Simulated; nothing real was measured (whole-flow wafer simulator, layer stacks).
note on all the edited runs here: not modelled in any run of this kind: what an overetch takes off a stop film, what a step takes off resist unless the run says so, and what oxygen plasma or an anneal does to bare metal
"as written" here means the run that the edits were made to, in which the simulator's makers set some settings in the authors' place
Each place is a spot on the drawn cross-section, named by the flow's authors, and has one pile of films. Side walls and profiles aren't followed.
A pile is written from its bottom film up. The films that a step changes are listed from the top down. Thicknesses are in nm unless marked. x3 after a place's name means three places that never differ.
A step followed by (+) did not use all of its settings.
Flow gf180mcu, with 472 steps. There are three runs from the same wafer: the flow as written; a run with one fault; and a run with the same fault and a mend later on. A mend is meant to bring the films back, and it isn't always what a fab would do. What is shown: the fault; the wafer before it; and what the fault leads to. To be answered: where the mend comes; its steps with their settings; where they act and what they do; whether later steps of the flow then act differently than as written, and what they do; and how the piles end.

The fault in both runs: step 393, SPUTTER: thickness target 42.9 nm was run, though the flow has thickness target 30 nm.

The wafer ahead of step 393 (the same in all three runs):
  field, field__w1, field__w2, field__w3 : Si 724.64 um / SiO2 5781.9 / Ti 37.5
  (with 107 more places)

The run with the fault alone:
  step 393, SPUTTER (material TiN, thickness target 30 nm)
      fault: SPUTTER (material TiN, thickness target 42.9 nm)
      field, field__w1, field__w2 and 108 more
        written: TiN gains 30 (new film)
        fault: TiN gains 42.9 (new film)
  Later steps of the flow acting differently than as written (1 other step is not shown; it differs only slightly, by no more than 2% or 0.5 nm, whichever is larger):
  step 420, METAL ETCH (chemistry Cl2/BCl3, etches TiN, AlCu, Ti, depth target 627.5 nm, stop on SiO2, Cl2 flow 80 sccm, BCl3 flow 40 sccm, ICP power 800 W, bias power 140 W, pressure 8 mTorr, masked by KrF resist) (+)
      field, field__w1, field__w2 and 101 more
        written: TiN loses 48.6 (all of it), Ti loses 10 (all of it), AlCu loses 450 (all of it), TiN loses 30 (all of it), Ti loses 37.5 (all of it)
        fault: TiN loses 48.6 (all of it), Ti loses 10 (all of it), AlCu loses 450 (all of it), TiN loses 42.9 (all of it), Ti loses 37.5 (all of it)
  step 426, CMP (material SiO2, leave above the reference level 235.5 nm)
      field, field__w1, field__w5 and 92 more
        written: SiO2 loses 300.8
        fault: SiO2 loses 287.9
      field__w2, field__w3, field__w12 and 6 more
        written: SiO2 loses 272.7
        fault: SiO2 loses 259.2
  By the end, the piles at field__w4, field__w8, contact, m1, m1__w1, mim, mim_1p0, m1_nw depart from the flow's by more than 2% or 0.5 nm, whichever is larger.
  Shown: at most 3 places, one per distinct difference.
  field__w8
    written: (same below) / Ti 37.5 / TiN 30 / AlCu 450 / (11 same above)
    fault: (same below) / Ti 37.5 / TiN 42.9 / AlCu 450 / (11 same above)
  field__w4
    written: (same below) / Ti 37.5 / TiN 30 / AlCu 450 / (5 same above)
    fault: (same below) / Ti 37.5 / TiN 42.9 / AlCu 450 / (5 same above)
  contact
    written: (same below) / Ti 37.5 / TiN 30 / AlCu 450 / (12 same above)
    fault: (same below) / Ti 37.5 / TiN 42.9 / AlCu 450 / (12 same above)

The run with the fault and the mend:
  The mend follows step 393.
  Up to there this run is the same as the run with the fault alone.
  step 393a, METAL ETCH (chemistry Cl2/BCl3, etches TiN, AlCu, Ti, depth target 12.9 nm, Cl2 flow 80 sccm, BCl3 flow 40 sccm, ICP power 800 W, bias power 140 W, pressure 8 mTorr) (a further turn of the flow's step 260, with different settings)
      field, field__w1, field__w2 and 108 more
        TiN loses 12.9
  Later steps of the flow that are run all act as written at every place that is followed.
  The piles end the same as the flow's at every place that both follow.
